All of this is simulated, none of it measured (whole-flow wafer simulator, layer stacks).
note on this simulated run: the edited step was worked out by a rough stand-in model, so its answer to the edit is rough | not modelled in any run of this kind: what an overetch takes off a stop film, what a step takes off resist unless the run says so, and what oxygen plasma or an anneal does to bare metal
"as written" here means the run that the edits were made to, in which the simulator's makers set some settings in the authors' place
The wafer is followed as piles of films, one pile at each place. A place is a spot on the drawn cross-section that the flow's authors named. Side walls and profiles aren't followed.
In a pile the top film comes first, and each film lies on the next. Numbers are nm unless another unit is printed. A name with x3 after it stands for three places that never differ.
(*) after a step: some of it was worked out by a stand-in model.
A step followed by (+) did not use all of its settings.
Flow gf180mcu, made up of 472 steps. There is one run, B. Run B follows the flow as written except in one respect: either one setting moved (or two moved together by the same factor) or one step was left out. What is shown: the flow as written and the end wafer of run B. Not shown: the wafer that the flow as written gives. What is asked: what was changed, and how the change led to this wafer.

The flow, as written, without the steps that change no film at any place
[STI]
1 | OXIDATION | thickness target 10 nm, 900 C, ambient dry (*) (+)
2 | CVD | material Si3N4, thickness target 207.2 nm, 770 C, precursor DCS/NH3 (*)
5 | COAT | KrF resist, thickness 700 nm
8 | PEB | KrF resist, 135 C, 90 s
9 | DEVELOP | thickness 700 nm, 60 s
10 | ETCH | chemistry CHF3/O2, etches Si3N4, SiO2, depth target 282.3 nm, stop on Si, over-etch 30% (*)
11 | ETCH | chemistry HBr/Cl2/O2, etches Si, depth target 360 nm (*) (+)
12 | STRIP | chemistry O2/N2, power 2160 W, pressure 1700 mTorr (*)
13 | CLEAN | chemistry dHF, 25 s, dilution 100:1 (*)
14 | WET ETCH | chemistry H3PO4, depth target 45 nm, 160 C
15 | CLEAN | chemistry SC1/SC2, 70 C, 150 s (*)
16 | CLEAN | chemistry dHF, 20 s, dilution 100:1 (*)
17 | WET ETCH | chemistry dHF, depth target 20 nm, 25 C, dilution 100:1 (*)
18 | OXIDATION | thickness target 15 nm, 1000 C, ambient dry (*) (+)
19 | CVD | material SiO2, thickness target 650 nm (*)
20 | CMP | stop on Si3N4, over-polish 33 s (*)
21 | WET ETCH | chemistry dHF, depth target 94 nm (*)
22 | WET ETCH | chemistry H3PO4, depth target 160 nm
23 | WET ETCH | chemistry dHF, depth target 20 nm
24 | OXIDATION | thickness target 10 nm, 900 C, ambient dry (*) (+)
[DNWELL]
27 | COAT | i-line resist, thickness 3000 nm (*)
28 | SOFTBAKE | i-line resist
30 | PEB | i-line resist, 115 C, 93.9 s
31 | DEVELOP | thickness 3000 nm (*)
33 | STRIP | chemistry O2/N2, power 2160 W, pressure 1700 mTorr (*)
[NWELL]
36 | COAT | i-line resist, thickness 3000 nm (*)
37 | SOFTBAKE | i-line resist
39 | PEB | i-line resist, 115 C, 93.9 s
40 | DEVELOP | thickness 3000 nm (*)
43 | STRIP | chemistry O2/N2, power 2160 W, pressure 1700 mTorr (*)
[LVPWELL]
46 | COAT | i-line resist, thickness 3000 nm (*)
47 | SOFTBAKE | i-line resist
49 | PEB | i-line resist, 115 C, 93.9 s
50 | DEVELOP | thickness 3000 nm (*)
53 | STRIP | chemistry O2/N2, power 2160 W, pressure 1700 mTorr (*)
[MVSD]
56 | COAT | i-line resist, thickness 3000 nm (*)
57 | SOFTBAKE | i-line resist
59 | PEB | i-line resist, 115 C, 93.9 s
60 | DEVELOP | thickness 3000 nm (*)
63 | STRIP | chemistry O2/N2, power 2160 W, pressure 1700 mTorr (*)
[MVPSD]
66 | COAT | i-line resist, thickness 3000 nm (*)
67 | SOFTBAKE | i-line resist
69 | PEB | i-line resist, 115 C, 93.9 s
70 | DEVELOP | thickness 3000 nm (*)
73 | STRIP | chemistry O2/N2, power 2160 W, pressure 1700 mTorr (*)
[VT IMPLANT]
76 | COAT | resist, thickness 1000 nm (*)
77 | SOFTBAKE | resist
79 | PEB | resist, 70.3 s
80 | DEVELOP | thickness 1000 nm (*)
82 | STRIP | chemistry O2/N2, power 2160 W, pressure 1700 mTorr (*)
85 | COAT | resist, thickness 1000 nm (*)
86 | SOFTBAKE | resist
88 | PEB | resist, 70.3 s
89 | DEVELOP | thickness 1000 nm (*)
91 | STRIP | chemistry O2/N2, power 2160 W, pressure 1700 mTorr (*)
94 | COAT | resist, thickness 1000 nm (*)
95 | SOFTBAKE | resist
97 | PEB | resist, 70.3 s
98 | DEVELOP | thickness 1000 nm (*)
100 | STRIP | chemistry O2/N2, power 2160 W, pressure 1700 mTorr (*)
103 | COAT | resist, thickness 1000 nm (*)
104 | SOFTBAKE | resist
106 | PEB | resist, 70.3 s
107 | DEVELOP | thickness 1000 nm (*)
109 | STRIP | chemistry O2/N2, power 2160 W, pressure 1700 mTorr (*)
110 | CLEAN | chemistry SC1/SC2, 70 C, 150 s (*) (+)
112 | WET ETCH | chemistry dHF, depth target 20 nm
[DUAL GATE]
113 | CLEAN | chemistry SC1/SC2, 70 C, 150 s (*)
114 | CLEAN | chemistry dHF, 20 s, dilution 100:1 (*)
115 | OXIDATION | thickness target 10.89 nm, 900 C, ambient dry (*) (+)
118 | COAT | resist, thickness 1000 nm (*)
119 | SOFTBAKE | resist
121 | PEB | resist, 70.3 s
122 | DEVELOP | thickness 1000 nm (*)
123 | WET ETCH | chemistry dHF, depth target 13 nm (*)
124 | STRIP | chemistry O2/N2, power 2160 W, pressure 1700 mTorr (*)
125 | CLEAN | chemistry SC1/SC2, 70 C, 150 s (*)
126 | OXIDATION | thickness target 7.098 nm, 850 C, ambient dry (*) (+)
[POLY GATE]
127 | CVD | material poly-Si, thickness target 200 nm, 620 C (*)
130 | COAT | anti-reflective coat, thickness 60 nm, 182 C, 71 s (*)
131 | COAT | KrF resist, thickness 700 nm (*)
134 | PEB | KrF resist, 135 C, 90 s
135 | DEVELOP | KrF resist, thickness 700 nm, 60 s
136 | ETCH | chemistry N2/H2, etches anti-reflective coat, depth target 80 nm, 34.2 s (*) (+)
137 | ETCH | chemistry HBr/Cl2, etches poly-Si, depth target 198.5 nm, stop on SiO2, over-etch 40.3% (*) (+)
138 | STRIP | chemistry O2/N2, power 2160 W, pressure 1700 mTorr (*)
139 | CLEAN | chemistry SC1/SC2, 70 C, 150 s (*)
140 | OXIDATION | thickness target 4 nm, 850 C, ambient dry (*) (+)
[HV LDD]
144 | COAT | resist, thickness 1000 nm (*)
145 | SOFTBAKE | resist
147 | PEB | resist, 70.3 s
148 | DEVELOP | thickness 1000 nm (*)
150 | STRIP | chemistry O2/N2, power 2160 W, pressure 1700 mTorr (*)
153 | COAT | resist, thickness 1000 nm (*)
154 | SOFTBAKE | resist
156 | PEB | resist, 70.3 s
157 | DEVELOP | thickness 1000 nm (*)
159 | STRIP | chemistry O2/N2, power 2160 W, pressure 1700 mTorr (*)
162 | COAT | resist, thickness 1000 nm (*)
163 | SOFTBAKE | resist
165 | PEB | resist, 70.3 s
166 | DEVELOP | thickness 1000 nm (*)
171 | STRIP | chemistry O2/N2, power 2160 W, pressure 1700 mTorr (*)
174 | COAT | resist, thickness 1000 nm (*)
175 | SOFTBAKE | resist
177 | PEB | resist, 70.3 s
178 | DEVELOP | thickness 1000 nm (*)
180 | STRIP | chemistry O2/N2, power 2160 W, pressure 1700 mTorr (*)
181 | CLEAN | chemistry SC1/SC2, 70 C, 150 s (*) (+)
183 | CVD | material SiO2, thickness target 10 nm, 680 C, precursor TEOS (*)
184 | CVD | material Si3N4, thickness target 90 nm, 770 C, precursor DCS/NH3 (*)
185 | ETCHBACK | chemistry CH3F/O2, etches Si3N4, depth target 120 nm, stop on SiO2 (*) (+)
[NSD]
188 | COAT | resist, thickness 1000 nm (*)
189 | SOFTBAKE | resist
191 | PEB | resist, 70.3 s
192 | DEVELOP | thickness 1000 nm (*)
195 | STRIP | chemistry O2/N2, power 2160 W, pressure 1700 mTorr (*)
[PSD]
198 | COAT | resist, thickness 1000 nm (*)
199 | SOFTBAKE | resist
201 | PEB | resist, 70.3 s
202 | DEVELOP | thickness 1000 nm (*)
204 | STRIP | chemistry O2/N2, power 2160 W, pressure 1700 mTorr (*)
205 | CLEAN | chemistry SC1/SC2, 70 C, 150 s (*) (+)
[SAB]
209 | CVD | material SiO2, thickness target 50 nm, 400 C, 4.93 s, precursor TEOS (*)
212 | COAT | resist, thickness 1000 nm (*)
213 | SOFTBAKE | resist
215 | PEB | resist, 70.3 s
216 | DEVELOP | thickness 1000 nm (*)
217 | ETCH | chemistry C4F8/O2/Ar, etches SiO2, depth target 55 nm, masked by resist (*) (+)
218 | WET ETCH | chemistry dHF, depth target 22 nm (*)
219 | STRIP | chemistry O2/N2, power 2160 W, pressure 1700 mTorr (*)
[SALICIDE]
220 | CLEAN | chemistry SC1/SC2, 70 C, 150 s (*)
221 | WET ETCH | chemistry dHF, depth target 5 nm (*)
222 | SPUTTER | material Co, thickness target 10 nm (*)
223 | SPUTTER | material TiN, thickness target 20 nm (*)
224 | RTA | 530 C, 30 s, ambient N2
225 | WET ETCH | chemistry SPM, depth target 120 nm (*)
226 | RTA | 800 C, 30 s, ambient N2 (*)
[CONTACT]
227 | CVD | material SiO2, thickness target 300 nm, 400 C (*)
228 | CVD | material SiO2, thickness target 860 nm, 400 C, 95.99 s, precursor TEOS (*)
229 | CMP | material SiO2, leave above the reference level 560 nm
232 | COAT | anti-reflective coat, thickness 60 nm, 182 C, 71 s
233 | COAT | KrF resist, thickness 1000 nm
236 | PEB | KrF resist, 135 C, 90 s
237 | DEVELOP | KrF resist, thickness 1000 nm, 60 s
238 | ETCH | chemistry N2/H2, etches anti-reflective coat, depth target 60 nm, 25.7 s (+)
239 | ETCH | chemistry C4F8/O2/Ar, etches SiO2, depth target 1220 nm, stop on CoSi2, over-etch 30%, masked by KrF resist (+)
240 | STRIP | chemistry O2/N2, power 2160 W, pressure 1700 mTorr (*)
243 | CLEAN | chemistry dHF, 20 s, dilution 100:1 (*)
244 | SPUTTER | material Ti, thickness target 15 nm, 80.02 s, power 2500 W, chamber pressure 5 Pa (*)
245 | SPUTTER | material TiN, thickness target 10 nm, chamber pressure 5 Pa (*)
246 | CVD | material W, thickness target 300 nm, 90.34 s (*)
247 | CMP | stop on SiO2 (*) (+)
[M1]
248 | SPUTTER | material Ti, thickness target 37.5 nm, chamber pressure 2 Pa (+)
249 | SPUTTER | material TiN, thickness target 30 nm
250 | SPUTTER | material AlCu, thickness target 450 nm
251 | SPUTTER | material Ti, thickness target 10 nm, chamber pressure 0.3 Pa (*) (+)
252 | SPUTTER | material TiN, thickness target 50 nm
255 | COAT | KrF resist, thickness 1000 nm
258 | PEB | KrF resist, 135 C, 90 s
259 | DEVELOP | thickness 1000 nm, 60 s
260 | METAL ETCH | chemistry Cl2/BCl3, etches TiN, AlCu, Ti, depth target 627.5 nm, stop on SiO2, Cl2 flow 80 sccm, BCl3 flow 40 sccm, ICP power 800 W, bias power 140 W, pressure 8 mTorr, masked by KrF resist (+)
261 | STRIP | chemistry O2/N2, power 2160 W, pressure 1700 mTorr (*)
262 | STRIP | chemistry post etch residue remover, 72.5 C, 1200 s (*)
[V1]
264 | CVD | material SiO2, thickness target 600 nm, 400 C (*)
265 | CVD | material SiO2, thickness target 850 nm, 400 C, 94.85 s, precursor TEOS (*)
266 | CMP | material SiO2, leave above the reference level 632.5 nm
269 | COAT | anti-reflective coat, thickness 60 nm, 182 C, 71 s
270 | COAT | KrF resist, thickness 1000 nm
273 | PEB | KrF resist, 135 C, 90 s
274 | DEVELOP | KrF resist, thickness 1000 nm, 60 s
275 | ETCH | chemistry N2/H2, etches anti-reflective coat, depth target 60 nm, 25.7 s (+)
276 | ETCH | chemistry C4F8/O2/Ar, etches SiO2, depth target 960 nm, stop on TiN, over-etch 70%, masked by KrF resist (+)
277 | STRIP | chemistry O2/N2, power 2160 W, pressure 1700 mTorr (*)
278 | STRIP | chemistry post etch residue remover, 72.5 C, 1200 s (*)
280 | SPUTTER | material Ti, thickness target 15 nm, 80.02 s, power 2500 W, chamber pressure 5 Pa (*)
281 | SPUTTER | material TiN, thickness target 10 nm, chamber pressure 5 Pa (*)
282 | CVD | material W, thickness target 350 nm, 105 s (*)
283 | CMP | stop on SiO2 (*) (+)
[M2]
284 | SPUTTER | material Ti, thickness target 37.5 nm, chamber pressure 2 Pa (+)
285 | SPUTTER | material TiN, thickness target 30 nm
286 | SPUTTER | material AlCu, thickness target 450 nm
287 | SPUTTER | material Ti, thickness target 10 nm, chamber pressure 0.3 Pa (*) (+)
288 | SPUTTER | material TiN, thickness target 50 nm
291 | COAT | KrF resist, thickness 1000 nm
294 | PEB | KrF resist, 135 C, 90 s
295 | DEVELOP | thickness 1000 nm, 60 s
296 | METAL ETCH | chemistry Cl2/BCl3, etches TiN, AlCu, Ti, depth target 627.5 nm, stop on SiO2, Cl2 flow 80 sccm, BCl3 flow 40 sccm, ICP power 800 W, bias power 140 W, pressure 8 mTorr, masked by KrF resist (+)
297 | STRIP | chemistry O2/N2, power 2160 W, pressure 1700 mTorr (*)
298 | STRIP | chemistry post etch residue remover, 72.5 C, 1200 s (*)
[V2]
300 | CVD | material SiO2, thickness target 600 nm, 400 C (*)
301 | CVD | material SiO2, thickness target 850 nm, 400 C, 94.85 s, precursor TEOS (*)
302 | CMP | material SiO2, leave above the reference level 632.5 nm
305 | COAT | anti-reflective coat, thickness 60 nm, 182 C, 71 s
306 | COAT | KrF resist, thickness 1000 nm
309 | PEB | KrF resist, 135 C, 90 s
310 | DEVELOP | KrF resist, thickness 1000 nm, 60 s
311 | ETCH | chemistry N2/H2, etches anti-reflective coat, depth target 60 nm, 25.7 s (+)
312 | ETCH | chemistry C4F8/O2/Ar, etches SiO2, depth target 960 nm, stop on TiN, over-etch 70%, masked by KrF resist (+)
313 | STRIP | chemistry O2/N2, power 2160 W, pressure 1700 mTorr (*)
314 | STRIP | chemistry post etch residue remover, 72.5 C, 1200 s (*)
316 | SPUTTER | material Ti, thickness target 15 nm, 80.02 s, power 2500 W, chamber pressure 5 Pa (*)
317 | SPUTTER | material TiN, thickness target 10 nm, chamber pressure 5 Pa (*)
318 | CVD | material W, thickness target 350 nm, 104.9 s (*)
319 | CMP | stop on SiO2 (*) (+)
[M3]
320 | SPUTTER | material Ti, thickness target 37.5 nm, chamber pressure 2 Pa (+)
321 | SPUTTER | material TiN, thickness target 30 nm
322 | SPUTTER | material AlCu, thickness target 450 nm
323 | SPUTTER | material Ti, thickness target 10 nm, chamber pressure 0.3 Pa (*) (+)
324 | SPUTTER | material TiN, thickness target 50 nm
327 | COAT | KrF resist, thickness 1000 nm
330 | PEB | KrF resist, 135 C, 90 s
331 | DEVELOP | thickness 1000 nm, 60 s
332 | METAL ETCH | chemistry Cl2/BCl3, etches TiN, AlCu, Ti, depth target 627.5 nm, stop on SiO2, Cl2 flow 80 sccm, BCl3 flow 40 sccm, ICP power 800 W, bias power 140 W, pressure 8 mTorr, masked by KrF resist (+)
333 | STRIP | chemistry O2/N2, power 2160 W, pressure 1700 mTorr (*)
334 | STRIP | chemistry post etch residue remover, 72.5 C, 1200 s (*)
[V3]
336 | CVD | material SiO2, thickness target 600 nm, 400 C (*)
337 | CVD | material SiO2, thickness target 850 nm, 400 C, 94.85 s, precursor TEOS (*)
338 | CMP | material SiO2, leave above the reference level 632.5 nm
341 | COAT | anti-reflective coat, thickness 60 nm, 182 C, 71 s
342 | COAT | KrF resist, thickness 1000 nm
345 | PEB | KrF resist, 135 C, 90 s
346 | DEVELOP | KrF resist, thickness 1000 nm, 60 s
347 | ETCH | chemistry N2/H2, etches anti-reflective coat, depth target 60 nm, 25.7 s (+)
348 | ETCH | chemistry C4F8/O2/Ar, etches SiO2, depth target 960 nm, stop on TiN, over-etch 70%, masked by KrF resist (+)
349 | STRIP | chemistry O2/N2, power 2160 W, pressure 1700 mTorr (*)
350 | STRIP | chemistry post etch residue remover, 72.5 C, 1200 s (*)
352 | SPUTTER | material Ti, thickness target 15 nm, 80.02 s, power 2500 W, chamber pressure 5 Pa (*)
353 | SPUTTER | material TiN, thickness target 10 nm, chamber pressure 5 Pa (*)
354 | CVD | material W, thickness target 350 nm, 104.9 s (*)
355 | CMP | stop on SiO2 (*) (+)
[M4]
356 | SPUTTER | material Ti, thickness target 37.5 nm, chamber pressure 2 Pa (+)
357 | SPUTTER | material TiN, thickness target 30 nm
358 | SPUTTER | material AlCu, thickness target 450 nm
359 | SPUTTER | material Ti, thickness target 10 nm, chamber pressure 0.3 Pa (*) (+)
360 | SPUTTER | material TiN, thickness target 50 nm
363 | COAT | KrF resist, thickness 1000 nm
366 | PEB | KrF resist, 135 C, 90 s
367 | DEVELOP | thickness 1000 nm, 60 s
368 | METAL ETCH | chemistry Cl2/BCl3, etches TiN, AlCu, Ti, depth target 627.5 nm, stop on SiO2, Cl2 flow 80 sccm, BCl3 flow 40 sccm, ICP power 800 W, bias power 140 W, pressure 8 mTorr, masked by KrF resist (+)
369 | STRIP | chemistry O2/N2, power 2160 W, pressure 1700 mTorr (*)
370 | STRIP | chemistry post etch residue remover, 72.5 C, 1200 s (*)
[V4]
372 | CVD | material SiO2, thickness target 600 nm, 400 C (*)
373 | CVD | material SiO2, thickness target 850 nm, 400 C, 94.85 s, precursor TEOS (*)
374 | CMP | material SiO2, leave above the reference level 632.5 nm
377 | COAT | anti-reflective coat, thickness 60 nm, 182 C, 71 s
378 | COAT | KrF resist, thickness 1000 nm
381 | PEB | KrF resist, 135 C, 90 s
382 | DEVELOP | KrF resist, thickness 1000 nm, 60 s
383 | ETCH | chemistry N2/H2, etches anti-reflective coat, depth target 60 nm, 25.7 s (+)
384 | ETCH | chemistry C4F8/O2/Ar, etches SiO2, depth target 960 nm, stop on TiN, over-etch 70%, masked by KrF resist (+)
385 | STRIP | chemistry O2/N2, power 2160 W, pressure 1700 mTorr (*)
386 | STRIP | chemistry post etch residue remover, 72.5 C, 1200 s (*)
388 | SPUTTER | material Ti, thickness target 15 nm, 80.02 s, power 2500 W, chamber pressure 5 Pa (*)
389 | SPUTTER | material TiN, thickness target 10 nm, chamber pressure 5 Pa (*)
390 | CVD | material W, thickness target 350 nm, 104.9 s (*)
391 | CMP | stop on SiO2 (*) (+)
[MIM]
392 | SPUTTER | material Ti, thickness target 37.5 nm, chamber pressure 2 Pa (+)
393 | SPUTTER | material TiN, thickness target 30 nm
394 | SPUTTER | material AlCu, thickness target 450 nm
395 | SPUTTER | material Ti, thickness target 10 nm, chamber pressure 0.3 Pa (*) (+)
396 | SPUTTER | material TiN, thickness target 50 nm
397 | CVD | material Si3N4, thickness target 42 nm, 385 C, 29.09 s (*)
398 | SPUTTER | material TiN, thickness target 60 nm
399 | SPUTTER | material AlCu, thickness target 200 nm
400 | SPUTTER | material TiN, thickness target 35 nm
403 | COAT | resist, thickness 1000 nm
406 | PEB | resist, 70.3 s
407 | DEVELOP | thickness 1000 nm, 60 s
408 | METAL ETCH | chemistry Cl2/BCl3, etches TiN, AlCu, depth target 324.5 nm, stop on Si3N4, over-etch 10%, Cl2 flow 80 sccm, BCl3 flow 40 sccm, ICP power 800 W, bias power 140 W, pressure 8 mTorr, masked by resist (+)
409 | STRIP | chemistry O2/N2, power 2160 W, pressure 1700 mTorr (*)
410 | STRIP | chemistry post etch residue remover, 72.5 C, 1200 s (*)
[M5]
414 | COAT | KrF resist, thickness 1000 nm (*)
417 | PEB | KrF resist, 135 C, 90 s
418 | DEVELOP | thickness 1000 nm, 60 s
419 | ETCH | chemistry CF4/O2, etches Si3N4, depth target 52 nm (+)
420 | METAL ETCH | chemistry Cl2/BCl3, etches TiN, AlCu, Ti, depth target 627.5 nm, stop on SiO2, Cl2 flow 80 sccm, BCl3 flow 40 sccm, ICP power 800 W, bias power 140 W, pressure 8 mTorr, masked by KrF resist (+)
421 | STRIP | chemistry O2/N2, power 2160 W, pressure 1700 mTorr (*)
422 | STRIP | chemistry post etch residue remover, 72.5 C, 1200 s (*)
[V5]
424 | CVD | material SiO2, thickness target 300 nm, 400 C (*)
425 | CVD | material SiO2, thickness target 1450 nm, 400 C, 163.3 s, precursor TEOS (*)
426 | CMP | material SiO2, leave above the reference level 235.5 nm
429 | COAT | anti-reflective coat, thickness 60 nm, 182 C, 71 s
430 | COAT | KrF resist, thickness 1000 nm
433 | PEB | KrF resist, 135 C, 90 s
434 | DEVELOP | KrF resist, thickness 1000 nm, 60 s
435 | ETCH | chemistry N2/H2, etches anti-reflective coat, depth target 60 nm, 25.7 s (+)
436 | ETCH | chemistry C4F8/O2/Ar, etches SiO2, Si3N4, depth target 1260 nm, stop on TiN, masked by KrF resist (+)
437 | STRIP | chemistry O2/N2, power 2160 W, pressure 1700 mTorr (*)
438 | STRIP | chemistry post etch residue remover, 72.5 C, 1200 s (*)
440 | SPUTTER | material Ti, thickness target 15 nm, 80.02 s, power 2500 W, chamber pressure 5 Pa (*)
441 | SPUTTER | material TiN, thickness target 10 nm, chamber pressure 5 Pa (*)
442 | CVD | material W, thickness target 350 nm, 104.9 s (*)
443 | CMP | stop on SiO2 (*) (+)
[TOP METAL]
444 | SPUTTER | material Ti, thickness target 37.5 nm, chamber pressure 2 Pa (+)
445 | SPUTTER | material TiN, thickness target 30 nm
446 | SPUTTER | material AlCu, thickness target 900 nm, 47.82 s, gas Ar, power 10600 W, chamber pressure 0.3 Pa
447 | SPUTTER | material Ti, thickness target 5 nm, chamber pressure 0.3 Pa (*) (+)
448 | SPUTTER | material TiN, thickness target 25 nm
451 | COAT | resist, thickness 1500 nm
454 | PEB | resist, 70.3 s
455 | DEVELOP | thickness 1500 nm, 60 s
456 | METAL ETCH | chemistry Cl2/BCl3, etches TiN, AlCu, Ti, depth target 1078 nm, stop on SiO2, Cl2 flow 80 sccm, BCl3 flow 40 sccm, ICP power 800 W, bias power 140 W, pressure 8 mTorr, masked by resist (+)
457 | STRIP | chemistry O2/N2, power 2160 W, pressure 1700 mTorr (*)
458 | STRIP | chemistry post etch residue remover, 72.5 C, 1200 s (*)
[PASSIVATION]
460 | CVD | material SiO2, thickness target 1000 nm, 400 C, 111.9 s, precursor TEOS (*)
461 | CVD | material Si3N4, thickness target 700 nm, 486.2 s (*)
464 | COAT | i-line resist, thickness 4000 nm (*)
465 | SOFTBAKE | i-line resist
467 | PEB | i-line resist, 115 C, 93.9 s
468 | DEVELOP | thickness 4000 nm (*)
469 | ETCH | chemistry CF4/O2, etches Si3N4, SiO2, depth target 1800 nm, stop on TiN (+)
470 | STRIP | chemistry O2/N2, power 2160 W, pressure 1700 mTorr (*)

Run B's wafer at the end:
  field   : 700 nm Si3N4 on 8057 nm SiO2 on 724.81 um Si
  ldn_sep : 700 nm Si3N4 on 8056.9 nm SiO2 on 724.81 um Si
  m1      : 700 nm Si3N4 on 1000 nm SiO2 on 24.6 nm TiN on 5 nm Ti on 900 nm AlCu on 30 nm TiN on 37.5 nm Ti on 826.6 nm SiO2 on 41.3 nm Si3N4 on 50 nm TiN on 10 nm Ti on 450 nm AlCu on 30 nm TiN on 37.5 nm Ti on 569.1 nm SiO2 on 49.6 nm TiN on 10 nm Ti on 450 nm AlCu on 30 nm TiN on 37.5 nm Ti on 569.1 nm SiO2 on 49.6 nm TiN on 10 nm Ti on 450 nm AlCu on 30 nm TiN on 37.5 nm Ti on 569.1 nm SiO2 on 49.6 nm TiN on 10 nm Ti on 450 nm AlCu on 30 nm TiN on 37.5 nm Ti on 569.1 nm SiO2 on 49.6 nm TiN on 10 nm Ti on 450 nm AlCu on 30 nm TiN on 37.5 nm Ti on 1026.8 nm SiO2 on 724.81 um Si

What caused this: step 11, ETCH: depth target 189 nm was run, while the flow as written has depth target 360 nm.

Step by step, how the change led to this:
  11 | ETCH | chemistry HBr/Cl2/O2, etches Si, depth target 360 nm (*) (+)
      active, n_well, p_well and 40 more: -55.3 KrF resist (in the flow as written it would be: -112.3 KrF resist)
      field, field_sub, sti and 34 more: -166 Si (in the flow as written it would be: -337 Si)
  12 | STRIP | chemistry O2/N2, power 2160 W, pressure 1700 mTorr (*)
      active, n_well, p_well and 40 more: -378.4 KrF resist (all of it) (in the flow as written it would be: -321.4 KrF resist (all of it))
  19 | CVD | material SiO2, thickness target 650 nm (*)
      m1, ld_fp_n, ld_drift_n and 8 more: +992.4 SiO2 (in the flow as written it would be: +1163.4 SiO2)
  20 | CMP | stop on Si3N4, over-polish 33 s (*)
      sti, mim_1p0, pad and 11 more: -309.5 SiO2 (in the flow as written it would be: -138.5 SiO2)
      nw_enc_fld, nw_enc_fld_lv: -313.5 SiO2 (in the flow as written it would be: -142.5 SiO2)
      (as well as at 10 more places)
  24 | OXIDATION | thickness target 10 nm, 900 C, ambient dry (*) (+)
      sti, mim_1p0, pad and 17 more: +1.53 SiO2, -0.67 Si (in the flow as written it would be: +1.02 SiO2, -0.45 Si)
      m1, ld_fp_n, ld_drift_n, ld_fp_p, ld_drift_p: +1.54 SiO2, -0.68 Si (in the flow as written it would be: +1.02 SiO2, -0.45 Si)
      (as well as at 12 more places)
  115 | OXIDATION | thickness target 10.89 nm, 900 C, ambient dry (*) (+)
      sti, mim_1p0, pad and 19 more: +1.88 SiO2, -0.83 Si (in the flow as written it would be: +1.22 SiO2, -0.54 Si)
      field, field__w1, field__w2, field__w3, field__w6, field__w12: +1.94 SiO2, -0.86 Si (in the flow as written it would be: +1.25 SiO2, -0.55 Si)
      (as well as at 21 more places)
  189 | SOFTBAKE | resist
      field__w9: -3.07 resist (in the flow as written it would be: +6.92 resist)
      active_hv: -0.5 resist (in the flow as written it would be: +2.68 resist)
      (as well as at 1 more place)
  199 | SOFTBAKE | resist
      field__w9: -3.07 resist (in the flow as written it would be: +6.92 resist)
      active_hv: -0.5 resist (in the flow as written it would be: +2.68 resist)
      (as well as at 1 more place)
